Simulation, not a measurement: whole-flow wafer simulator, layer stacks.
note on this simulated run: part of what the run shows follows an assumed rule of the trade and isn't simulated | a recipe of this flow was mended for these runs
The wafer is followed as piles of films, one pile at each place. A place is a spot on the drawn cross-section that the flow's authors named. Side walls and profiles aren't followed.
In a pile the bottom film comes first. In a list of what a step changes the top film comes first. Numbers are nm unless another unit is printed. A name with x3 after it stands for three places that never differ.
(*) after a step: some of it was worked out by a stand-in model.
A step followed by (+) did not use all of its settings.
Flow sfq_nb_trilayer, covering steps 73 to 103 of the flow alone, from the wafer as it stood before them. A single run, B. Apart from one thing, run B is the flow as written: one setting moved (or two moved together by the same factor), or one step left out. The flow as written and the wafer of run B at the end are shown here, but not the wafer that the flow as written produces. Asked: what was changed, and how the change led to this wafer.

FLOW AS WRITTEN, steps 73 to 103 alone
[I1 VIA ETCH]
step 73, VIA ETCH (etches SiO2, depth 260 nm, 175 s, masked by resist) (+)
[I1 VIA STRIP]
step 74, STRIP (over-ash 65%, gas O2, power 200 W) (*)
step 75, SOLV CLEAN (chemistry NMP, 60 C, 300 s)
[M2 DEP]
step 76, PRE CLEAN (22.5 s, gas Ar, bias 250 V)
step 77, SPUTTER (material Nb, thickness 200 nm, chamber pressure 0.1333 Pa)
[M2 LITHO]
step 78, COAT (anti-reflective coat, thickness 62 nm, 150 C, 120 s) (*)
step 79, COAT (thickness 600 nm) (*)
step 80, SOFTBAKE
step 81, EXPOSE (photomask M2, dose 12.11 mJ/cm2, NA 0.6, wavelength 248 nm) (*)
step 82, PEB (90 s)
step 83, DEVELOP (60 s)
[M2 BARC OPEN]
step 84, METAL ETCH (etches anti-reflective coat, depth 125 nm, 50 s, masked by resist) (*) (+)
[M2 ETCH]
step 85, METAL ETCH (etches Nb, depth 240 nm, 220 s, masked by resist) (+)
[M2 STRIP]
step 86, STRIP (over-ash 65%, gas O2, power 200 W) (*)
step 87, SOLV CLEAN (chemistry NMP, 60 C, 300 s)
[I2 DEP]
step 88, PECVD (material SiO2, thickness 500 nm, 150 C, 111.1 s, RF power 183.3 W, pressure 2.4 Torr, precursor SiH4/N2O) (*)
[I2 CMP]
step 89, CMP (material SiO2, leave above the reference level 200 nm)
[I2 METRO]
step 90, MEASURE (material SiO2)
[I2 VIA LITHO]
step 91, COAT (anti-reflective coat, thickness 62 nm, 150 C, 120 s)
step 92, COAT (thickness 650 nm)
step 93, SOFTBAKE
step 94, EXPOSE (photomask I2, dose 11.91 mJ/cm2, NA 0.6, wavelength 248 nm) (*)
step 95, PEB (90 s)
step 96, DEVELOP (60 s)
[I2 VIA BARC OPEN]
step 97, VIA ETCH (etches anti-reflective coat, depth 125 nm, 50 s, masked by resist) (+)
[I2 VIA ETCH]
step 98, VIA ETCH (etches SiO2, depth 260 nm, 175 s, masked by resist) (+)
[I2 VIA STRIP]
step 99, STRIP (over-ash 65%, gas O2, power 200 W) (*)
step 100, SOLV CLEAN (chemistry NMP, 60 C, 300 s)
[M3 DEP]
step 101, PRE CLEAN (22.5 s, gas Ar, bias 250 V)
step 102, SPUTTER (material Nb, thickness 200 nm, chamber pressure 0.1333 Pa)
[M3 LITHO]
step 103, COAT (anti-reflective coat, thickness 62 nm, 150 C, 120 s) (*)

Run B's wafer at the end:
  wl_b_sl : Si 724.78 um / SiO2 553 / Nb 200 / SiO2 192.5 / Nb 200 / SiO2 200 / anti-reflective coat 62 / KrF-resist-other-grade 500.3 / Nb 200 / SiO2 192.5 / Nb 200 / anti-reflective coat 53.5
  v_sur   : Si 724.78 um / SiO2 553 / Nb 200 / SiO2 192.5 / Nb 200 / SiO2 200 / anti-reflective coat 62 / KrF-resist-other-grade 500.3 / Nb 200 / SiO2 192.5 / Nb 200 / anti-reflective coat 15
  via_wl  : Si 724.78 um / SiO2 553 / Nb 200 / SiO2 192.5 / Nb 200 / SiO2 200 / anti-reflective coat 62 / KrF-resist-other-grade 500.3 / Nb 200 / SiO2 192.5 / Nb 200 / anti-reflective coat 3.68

What caused this: step 74, STRIP: over-ash 65%, gas O2, power 200 W (*), was skipped.

Step by step, how the change led to this:
  step 76, PRE CLEAN (22.5 s, gas Ar, bias 250 V)
      field_l, v_sur, via_wl and 102 more: KrF-resist-other-grade loses 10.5 (as written it would have been: SiO2 loses 7.5)
  step 77, SPUTTER (material Nb, thickness 200 nm, chamber pressure 0.1333 Pa)
      via_v: Nb gains 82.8 (as written it would have been: Nb gains 172.8)
  step 78, COAT (anti-reflective coat, thickness 62 nm, 150 C, 120 s) (*)
      v_sur: anti-reflective coat gains 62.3 (new film) (as written it would have been: anti-reflective coat gains 64.8 (new film))
      via_wl: anti-reflective coat gains 63.8 (new film) (as written it would have been: anti-reflective coat gains 67.7 (new film))
      (as well as at 8 more places)
  step 79, COAT (thickness 600 nm) (*)
      via_wr: KrF-resist-other-grade gains 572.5 (new film) (as written it would have been: KrF-resist-other-grade gains 584.2 (new film))
      via_sp: KrF-resist-other-grade gains 564.9 (new film) (as written it would have been: KrF-resist-other-grade gains 600.7 (new film))
      (as well as at 2 more places)
  step 82, PEB (90 s)
      via_v: KrF-resist-other-grade loses 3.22 (as written it would have been: KrF-resist-other-grade loses 1.59)
  step 84, METAL ETCH (etches anti-reflective coat, depth 125 nm, 50 s, masked by resist) (*) (+)
      be: anti-reflective coat loses 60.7 (all of it) (as written it would have been: anti-reflective coat loses 68.5 (all of it))
      be_sur: anti-reflective coat loses 64.9 (all of it) (as written it would have been: anti-reflective coat loses 70.4 (all of it))
      (as well as at 1 more place)
  step 85, METAL ETCH (etches Nb, depth 240 nm, 220 s, masked by resist) (+)
      field_l, be, be_sur and 81 more: Nb loses 200 (all of it), KrF-resist-other-grade loses 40 (as written it would have been: Nb loses 200 (all of it), SiO2 loses 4)
  step 86, STRIP (over-ash 65%, gas O2, power 200 W) (*)
      field_l, be, be_sur and 81 more: KrF-resist-other-grade loses 460.3 (all of it), anti-reflective coat loses 62 (all of it) (as written it would have been: nothing)
      v_sur: KrF-resist-other-grade loses 355.8 (all of it), anti-reflective coat loses 62.3 (all of it) (as written it would have been: KrF-resist-other-grade loses 360.6 (all of it), anti-reflective coat loses 64.8 (all of it))
      (as well as at 6 more places)
  step 88, PECVD (material SiO2, thickness 500 nm, 150 C, 111.1 s, RF power 183.3 W, pressure 2.4 Torr, precursor SiH4/N2O) (*)
      via_v: SiO2 gains 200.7 (new film), void gains 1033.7 (new film), SiO2 gains 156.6 (new film) (as written it would have been: SiO2 gains 612.8 (new film))
  step 89, CMP (material SiO2, leave above the reference level 200 nm)
      field_l, be, be_sur and 81 more: nothing (as written it would have been: SiO2 loses 96)
      via_v: SiO2 loses 200.7 (all of it), void loses 1033.7 (all of it) (as written it would have been: SiO2 loses 181.6)
  step 91, COAT (anti-reflective coat, thickness 62 nm, 150 C, 120 s)
      m0r_line_l x3, m0r_line_r x3: anti-reflective coat gains 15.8 (new film) (as written it would have been: anti-reflective coat gains 62 (new film))
      m0r_space_l, m0r_space_r, m6r_space_l x2, m6r_space_r x2: anti-reflective coat gains 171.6 (new film) (as written it would have been: anti-reflective coat gains 62 (new film))
      (as well as at 93 more places)
  step 92, COAT (thickness 650 nm)
      m0r_line_l x3, m0r_line_r x3: KrF-resist-other-grade gains 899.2 (new film) (as written it would have been: KrF-resist-other-grade gains 650 (new film))
      m0r_space_l, m0r_space_r, m6r_space_l x2, m6r_space_r x2: KrF-resist-other-grade gains 768.4 (new film) (as written it would have been: KrF-resist-other-grade gains 650 (new film))
      (as well as at 88 more places)
  step 95, PEB (90 s)
      m0r_line_l x3, m0r_line_r x3: KrF-resist-other-grade loses 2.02 (as written it would have been: KrF-resist-other-grade loses 1.38)
      m5r_linepad_l, m5r_linepad_r: KrF-resist-other-grade loses 0.86 (as written it would have been: KrF-resist-other-grade loses 1.38)
      (as well as at 2 more places)
  step 96, DEVELOP (60 s)
      via_w: KrF-resist-other-grade loses 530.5 (all of it) (as written it would have been: KrF-resist-other-grade loses 648.6 (all of it))
  step 97, VIA ETCH (etches anti-reflective coat, depth 125 nm, 50 s, masked by resist) (+)
      via_w: anti-reflective coat loses 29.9 (all of it), SiO2 loses 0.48 (as written it would have been: anti-reflective coat loses 62 (all of it), SiO2 loses 0.31)
  step 99, STRIP (over-ash 65%, gas O2, power 200 W) (*)
      m0r_line_l x3, m0r_line_r x3: KrF-resist-other-grade loses 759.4 (all of it), anti-reflective coat loses 15.8 (all of it) (as written it would have been: KrF-resist-other-grade loses 510.8 (all of it), anti-reflective coat loses 62 (all of it))
      m0r_space_l, m0r_space_r, m6r_space_l x2, m6r_space_r x2: KrF-resist-other-grade loses 628.9 (all of it), anti-reflective coat loses 171.6 (all of it) (as written it would have been: KrF-resist-other-grade loses 510.8 (all of it), anti-reflective coat loses 62 (all of it))
      (as well as at 92 more places)
  ... 1 further step ...
  step 103, COAT (anti-reflective coat, thickness 62 nm, 150 C, 120 s) (*)
      m0r_space_l, m0r_space_r, m6r_space_l x2, m6r_space_r x2: anti-reflective coat gains 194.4 (new film) (as written it would have been: anti-reflective coat gains 62 (new film))
      m0r_line_l x3: anti-reflective coat gains 32.8 (new film) (as written it would have been: anti-reflective coat gains 62 (new film))
      (as well as at 84 more places)
